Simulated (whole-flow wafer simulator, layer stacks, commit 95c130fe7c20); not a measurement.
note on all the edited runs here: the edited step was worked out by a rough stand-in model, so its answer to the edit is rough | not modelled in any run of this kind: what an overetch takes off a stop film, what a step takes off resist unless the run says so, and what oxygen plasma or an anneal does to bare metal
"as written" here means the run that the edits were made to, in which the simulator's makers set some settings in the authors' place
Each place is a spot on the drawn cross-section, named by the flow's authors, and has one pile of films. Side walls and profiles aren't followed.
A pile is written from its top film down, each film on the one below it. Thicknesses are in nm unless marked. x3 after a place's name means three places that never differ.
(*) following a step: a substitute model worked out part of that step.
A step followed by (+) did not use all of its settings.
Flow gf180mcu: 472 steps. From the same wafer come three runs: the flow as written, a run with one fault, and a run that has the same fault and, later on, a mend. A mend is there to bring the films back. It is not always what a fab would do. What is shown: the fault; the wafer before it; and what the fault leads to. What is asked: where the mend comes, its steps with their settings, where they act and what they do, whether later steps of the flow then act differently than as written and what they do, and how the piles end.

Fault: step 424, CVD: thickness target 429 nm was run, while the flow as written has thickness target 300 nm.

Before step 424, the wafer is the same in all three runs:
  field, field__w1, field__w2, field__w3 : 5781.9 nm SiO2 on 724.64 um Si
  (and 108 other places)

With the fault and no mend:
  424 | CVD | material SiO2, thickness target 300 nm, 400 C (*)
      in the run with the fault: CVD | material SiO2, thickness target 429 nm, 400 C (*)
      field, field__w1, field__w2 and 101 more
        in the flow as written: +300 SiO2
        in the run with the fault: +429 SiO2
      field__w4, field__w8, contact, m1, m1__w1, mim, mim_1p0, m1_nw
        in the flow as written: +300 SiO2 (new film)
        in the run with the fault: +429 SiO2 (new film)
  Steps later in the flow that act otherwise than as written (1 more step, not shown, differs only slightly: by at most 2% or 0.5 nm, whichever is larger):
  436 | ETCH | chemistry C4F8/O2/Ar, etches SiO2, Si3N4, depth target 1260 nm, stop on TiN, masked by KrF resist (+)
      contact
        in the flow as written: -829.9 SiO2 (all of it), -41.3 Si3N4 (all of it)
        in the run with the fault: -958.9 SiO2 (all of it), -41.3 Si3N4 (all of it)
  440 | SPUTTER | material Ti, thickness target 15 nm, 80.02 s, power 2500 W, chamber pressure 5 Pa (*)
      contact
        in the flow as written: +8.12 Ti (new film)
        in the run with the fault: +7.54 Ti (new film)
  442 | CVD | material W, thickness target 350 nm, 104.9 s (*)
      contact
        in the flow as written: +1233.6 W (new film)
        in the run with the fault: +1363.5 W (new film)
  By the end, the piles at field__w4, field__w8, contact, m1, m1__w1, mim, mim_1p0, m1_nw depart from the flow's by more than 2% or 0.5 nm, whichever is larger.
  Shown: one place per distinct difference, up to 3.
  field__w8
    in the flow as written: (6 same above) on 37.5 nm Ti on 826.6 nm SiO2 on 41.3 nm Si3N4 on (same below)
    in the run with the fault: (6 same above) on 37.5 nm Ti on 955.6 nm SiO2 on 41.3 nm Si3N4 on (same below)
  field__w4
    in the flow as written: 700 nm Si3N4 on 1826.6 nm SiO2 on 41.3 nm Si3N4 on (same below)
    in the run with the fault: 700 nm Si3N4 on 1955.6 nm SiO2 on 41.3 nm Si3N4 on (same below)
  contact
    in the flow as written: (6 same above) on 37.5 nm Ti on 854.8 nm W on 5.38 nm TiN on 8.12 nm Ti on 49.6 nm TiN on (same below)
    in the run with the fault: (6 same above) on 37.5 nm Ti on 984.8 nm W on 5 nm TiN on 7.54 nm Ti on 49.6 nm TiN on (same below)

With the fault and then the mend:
  The mend follows step 424.
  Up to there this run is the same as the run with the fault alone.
  424a | WET ETCH | chemistry dHF, depth target 129 nm, 25 C, dilution 100:1 (a further turn of the flow's step 17, with different settings)
      field, field__w1, field__w2 and 109 more
        -129 SiO2
  Every later step of the flow that is run acts as written at every place that is followed.
  The piles end the same as the flow's at every place that both follow.
